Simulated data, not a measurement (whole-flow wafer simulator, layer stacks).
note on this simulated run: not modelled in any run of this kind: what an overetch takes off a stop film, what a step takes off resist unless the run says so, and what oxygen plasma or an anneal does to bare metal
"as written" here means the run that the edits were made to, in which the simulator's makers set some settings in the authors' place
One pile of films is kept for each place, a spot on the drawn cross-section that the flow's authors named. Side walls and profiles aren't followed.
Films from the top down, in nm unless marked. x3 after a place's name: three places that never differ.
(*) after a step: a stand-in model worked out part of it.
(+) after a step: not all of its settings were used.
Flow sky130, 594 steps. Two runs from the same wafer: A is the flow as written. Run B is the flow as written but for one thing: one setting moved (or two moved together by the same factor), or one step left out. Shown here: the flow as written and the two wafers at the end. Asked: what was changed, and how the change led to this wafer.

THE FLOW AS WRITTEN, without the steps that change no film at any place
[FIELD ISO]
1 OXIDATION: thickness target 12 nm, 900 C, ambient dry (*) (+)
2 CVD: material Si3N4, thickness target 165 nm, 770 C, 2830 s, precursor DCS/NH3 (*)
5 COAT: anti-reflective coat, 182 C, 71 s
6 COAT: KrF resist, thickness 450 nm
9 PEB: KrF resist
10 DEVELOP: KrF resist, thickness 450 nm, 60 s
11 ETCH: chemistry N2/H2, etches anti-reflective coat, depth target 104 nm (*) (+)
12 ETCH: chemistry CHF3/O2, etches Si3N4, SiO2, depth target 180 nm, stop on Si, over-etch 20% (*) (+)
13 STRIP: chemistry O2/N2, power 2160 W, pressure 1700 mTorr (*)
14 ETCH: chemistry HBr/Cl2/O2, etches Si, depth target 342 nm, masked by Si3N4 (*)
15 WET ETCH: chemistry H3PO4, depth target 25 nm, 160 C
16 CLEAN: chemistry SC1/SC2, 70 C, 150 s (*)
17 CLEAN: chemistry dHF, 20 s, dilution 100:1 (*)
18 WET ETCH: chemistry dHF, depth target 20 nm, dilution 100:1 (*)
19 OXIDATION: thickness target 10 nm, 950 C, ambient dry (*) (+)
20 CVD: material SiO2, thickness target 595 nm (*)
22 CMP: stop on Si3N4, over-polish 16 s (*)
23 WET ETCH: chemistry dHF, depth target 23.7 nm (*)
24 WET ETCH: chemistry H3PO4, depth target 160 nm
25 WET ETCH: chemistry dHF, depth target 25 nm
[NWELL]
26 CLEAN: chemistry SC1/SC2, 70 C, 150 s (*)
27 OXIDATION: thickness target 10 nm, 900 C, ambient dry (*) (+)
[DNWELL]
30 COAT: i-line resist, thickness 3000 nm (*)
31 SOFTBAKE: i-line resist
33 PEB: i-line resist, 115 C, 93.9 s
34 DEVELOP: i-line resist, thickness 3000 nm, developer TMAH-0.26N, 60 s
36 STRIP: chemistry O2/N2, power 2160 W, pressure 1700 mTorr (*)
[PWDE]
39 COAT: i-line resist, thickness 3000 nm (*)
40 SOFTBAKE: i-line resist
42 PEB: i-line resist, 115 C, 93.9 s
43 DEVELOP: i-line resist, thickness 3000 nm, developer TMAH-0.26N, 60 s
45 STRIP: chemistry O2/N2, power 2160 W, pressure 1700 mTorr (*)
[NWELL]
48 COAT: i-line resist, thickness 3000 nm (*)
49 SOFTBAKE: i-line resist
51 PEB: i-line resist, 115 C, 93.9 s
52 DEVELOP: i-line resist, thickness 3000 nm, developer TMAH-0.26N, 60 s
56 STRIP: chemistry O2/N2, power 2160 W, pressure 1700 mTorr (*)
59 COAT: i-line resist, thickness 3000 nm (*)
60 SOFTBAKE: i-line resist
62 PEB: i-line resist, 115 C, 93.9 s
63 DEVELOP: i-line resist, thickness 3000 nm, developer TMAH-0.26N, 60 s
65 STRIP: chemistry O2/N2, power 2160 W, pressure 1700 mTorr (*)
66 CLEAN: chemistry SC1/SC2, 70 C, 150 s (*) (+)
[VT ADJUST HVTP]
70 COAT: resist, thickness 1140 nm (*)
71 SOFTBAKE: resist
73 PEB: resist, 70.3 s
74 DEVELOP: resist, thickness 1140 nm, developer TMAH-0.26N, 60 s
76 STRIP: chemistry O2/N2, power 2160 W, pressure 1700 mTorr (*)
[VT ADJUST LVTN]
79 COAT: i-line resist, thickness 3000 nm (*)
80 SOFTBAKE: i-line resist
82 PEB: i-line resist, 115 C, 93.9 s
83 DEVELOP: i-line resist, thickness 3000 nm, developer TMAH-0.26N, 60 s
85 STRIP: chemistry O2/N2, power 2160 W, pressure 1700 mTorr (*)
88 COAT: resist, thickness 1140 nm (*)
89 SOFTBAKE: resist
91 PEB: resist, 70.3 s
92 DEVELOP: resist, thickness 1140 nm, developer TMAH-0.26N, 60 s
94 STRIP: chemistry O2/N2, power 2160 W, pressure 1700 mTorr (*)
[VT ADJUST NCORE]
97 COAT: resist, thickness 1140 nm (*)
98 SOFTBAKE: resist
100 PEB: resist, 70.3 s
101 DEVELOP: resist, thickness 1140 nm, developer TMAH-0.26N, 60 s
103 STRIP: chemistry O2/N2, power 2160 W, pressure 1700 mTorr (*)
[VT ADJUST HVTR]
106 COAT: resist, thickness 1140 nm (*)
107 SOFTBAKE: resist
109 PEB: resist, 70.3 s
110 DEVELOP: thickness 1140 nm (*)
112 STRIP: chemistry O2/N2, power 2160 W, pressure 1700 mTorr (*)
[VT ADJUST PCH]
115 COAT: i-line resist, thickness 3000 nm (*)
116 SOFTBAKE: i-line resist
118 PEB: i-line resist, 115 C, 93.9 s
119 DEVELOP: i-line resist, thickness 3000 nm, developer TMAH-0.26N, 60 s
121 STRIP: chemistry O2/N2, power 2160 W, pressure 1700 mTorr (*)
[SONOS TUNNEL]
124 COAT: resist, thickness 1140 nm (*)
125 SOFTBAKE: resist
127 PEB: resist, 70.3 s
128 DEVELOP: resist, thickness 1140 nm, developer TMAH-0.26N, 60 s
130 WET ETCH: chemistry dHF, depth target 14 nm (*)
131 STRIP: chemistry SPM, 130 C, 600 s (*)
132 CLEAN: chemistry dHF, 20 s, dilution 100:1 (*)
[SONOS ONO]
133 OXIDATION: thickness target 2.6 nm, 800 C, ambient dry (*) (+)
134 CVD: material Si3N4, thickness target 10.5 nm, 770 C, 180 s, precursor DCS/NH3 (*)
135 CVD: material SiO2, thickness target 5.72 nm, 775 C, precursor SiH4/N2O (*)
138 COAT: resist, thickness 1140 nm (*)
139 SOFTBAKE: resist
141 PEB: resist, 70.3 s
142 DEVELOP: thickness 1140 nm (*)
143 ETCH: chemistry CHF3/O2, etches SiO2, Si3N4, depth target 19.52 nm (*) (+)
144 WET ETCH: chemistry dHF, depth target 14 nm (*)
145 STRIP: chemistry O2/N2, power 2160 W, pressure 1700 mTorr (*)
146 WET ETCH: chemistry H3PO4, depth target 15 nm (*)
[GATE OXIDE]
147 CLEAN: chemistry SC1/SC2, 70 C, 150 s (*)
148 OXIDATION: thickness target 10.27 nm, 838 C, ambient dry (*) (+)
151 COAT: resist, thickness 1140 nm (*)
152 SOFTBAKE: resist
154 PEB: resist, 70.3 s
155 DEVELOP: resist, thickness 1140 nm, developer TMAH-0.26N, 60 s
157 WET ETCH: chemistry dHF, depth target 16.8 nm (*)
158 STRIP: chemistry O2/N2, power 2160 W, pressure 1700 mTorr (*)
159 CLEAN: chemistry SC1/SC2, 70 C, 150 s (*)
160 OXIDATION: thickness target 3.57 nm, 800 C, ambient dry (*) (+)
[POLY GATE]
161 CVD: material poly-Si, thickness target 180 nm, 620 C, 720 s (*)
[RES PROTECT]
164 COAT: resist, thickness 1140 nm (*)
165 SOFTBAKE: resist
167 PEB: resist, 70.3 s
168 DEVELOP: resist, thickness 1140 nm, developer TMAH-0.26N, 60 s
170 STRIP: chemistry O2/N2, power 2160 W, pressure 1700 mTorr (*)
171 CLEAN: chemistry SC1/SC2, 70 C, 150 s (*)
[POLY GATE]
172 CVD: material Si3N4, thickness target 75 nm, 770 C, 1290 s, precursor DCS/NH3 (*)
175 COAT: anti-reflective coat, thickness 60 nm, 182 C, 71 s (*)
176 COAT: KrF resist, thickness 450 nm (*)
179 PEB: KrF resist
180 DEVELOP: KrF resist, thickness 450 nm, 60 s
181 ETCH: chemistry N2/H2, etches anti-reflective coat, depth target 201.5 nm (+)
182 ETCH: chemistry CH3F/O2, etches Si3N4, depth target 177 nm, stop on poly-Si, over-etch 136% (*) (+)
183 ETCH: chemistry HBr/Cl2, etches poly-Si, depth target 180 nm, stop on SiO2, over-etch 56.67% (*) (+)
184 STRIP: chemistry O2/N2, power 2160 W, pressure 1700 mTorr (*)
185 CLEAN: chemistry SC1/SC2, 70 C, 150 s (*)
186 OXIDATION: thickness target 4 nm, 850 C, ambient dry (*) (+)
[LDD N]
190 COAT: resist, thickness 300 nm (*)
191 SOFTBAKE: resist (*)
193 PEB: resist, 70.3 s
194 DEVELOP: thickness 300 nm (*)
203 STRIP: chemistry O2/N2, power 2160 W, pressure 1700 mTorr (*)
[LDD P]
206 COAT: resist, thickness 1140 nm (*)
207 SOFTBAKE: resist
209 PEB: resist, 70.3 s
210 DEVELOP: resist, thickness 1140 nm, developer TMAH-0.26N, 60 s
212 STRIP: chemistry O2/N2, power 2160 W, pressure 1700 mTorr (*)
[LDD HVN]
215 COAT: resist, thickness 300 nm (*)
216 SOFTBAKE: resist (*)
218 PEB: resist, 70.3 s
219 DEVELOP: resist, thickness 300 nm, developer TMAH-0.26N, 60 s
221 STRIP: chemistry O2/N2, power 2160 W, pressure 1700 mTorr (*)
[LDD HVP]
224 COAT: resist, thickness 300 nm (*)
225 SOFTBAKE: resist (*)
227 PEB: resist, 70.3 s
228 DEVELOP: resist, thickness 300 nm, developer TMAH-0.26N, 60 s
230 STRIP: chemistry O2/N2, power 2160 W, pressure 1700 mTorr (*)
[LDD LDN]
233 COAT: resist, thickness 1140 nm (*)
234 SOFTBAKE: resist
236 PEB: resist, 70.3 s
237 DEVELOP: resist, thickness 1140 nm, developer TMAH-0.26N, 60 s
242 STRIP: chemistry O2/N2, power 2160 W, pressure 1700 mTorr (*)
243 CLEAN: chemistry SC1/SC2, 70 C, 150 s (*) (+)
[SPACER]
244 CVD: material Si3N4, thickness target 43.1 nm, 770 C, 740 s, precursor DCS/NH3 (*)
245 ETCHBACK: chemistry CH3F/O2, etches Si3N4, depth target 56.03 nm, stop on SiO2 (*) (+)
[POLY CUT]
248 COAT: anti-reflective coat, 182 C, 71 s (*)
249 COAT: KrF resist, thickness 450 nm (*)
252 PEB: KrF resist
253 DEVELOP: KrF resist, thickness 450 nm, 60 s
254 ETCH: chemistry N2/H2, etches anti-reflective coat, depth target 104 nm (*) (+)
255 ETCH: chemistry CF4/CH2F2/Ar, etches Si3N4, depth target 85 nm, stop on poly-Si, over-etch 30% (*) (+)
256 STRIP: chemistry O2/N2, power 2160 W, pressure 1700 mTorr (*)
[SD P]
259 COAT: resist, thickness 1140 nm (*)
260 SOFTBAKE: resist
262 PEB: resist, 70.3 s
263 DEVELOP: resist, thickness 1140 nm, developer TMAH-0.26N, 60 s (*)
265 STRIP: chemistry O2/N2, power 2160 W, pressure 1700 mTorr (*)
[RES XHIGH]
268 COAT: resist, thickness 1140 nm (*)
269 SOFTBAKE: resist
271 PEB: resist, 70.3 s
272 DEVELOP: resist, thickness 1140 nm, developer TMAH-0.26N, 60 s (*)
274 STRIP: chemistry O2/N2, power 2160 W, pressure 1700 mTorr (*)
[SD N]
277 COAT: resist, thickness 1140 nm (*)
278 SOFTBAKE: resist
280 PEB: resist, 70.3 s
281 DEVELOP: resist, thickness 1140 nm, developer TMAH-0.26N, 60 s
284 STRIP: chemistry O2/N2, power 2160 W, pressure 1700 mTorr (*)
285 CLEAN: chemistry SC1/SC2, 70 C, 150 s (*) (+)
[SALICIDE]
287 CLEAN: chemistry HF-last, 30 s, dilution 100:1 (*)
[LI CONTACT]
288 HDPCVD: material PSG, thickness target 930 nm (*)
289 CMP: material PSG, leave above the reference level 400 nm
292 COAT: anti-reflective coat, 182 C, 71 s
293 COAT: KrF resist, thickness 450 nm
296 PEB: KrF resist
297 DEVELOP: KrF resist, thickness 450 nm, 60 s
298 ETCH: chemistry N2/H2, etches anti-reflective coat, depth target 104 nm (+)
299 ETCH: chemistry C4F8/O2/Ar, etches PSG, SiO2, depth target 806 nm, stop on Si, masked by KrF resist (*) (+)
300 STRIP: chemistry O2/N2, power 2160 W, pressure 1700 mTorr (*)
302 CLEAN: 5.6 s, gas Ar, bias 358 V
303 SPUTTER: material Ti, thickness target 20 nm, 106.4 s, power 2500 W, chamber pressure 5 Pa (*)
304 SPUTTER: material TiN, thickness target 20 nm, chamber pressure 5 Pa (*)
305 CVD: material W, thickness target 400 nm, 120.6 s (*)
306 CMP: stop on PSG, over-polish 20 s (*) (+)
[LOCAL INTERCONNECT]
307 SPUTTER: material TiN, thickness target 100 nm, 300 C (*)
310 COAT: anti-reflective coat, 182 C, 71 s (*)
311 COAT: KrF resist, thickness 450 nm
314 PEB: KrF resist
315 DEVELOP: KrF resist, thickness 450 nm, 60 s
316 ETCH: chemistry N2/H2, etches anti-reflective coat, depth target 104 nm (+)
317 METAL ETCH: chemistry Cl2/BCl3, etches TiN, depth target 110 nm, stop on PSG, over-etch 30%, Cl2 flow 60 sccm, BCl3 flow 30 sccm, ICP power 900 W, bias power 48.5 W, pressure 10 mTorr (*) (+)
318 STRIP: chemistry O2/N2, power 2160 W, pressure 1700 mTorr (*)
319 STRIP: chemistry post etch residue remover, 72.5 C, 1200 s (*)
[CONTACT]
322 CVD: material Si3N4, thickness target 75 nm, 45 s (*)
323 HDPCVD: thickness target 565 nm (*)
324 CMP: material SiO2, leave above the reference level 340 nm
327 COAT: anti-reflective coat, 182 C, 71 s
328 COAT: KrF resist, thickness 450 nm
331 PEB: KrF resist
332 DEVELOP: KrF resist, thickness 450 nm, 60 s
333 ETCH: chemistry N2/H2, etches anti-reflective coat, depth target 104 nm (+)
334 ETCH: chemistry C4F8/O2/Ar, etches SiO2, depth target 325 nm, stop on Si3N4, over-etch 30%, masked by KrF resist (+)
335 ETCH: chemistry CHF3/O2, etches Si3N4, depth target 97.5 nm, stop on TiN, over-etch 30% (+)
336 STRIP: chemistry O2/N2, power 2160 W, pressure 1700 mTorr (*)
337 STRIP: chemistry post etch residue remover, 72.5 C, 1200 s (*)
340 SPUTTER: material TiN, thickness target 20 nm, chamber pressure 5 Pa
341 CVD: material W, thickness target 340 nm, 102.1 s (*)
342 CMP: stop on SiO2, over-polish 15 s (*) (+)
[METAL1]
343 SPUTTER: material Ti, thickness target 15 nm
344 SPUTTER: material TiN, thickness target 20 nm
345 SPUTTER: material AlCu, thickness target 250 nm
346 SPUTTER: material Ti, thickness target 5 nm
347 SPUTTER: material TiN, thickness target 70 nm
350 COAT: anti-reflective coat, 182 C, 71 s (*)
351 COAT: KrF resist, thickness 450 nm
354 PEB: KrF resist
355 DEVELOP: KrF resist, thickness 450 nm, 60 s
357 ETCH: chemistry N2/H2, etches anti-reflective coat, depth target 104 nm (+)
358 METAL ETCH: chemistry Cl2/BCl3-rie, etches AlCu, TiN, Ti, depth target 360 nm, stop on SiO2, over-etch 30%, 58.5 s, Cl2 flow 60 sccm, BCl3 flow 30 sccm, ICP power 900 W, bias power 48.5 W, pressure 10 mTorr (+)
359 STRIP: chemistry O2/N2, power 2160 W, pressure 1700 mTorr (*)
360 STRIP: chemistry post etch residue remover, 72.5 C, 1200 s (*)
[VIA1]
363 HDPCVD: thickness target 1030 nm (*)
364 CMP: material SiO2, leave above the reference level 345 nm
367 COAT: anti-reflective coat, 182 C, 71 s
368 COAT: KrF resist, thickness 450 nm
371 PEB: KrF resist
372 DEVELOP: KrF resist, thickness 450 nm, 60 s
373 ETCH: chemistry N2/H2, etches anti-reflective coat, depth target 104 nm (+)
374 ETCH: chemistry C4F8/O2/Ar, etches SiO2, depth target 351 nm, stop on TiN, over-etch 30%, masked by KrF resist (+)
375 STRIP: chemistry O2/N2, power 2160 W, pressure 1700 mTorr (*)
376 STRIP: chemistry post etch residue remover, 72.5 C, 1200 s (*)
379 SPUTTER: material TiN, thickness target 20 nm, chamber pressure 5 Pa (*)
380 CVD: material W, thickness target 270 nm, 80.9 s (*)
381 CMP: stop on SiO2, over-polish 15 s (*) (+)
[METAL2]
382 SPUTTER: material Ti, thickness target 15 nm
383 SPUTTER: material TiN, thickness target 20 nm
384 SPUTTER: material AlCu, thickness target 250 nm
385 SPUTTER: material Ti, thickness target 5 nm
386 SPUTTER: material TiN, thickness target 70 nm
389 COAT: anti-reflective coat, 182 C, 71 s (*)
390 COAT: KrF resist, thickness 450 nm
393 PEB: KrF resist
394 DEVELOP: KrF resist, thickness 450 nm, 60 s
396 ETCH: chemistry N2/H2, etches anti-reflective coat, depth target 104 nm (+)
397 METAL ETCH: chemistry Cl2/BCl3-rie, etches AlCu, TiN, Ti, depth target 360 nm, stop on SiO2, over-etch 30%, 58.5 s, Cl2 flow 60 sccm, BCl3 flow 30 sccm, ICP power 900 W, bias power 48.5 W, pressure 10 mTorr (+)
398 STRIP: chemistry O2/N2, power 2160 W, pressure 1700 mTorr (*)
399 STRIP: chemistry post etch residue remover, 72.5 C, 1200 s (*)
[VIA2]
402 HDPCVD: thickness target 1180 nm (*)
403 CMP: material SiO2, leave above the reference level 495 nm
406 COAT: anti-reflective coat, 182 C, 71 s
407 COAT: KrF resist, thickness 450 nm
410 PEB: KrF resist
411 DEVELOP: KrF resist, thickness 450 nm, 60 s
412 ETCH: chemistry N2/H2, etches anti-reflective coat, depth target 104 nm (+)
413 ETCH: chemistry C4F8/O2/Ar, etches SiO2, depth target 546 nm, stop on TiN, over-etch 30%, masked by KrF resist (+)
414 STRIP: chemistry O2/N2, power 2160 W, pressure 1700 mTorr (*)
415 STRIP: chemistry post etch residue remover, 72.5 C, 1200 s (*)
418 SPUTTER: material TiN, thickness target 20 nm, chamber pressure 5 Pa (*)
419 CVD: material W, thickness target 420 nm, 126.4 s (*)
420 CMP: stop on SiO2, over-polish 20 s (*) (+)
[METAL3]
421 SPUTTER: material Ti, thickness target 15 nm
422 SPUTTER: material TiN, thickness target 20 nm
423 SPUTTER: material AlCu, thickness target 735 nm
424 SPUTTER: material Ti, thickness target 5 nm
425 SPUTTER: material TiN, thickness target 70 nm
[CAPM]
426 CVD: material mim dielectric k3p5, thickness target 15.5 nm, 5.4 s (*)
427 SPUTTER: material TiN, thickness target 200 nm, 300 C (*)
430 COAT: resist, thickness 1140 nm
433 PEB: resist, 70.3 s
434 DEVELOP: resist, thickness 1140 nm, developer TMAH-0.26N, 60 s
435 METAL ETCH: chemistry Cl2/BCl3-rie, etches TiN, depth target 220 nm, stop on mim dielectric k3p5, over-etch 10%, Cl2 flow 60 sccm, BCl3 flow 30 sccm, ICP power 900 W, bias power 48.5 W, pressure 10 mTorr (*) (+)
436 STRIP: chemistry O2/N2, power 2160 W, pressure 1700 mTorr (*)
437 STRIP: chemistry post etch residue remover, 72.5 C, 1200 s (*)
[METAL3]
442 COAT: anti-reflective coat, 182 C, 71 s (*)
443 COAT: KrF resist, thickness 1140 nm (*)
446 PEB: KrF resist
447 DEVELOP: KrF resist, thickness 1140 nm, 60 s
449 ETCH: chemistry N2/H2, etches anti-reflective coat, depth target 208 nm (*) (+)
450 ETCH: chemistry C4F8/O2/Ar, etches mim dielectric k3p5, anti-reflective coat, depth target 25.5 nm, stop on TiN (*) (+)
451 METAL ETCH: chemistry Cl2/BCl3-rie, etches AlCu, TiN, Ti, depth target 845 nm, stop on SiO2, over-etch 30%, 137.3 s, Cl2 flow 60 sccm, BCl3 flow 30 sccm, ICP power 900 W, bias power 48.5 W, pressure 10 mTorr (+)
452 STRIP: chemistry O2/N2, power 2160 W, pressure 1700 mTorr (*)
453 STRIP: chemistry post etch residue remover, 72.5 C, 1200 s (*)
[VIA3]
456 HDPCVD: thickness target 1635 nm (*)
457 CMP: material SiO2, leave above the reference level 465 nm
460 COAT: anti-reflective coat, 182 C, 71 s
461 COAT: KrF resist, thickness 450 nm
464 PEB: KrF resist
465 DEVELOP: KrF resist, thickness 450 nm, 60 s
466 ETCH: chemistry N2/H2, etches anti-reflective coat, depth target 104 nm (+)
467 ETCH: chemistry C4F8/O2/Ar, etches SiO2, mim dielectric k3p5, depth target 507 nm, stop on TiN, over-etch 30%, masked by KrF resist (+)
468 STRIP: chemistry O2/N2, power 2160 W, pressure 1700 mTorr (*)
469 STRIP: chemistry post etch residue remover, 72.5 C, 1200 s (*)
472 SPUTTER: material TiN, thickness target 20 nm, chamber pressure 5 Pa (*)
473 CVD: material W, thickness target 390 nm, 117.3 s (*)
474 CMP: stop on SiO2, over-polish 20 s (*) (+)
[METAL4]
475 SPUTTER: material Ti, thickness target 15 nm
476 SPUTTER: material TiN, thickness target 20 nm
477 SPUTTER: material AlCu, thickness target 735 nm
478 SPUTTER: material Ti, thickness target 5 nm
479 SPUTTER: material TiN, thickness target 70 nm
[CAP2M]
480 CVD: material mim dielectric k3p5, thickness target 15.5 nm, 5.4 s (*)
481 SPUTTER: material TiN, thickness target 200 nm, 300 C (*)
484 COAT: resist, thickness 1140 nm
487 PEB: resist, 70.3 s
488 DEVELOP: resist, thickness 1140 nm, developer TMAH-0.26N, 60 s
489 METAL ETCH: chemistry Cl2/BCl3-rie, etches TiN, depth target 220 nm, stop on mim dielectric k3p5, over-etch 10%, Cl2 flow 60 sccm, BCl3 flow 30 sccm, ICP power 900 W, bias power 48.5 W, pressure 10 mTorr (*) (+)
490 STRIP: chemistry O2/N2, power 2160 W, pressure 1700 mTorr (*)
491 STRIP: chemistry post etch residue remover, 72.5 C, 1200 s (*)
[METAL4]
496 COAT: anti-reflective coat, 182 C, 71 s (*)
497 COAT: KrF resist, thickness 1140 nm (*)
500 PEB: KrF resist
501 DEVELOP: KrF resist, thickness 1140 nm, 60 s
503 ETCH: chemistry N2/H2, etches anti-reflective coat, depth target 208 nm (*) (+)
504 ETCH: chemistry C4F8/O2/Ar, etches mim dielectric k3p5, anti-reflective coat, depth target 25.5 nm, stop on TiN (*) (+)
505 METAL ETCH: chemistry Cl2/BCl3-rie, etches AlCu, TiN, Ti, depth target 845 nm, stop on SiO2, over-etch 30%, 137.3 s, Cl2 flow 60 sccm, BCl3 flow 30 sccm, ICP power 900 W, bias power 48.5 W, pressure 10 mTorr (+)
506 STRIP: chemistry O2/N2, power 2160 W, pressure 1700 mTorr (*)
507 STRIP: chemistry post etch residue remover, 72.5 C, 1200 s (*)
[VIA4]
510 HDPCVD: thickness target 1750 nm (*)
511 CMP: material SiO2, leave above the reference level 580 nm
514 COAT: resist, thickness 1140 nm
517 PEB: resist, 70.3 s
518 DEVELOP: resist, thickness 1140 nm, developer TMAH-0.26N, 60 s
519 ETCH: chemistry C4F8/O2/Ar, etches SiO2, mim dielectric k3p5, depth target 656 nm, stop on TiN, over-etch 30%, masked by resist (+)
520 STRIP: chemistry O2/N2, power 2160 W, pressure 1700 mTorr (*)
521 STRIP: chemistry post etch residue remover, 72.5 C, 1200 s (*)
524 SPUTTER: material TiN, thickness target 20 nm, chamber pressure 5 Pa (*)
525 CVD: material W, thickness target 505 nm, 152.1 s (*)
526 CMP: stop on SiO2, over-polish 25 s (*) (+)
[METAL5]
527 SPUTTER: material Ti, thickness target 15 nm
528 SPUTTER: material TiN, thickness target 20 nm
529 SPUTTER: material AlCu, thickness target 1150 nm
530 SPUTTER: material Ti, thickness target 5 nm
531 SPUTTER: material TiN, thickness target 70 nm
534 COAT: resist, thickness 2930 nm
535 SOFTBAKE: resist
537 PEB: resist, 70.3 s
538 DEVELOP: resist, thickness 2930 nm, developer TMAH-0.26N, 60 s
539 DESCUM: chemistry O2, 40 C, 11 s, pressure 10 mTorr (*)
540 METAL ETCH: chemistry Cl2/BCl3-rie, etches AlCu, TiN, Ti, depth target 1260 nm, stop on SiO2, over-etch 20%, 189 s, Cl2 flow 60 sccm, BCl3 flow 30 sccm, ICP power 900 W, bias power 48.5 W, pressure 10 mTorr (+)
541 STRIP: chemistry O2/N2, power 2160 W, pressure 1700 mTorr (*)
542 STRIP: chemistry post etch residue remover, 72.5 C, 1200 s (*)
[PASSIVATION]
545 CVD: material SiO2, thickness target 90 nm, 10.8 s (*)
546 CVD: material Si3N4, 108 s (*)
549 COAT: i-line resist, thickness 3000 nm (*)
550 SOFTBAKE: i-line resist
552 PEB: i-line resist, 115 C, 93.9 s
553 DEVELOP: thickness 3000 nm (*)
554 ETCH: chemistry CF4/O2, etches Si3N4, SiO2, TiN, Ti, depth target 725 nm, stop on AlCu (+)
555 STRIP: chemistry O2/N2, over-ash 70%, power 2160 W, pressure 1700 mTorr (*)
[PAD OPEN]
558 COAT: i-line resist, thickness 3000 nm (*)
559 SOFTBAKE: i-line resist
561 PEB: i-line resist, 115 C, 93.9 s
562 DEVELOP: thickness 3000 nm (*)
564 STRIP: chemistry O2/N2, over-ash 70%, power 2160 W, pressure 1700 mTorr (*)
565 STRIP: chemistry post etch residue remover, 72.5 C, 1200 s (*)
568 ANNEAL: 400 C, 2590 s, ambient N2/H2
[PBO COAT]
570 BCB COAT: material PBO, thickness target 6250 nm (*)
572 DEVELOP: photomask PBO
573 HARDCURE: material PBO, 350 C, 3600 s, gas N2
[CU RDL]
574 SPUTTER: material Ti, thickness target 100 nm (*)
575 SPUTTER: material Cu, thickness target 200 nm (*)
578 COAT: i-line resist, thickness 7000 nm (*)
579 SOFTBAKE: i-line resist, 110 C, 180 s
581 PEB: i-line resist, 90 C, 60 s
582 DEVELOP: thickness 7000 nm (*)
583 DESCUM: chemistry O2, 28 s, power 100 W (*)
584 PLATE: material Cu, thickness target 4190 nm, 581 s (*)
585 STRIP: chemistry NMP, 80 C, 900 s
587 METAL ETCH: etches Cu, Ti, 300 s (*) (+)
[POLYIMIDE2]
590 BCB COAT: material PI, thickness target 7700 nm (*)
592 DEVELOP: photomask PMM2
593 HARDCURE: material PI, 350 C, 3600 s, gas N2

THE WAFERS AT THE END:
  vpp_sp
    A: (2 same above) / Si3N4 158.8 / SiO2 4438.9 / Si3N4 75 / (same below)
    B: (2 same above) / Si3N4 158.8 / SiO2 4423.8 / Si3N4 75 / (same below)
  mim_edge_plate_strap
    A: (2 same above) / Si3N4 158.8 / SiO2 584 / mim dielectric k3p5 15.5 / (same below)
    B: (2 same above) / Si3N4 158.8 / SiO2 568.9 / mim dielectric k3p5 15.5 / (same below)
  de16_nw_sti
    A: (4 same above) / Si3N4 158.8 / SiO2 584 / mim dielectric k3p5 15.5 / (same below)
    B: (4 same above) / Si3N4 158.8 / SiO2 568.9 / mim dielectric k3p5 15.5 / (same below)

The cause: step 540, METAL ETCH: depth target 1386 nm was run, where the flow has depth target 1260 nm; step 540, METAL ETCH: 208 s was run, where the flow has 189 s.

How the change led to this, step by step:
  540 METAL ETCH: chemistry Cl2/BCl3-rie, etches AlCu, TiN, Ti, depth target 1260 nm, stop on SiO2, over-etch 20%, 189 s, Cl2 flow 60 sccm, BCl3 flow 30 sccm, ICP power 900 W, bias power 48.5 W, pressure 10 mTorr (+)
      field, active, gate and 175 more: A TiN -70 (all of it), Ti -5 (all of it), AlCu -1150 (all of it), TiN -20 (all of it), Ti -15 (all of it), SiO2 -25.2 | B TiN -70 (all of it), Ti -5 (all of it), AlCu -1150 (all of it), TiN -20 (all of it), Ti -15 (all of it), SiO2 -40.3
      n_well, p_well, sd_n and 12 more: A resist -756 | B resist -831.6
  541 STRIP: chemistry O2/N2, power 2160 W, pressure 1700 mTorr (*)
      n_well, p_well, sd_n and 9 more: A resist -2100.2 (all of it) | B resist -2024.6 (all of it)
      m1, via4_hole: A resist -2102.3 (all of it) | B resist -2026.7 (all of it)
      (and at 1 more place)
  550 SOFTBAKE: i-line resist
      nwell_res: A i-line resist -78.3 | B i-line resist -79.9
      dnw_fox: A i-line resist +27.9 | B i-line resist +28.5
      (and at 1 more place)
  559 SOFTBAKE: i-line resist
      nwell_res: A i-line resist -78.3 | B i-line resist -79.9
      dnw_fox: A i-line resist +27.9 | B i-line resist +28.5
      (and at 1 more place)
  578 COAT: i-line resist, thickness 7000 nm (*)
      pad: A i-line resist +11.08 um (new film) | B i-line resist +11.07 um (new film)
  582 DEVELOP: thickness 7000 nm (*)
      pad: A i-line resist -11.08 um (all of it) | B i-line resist -11.07 um (all of it)
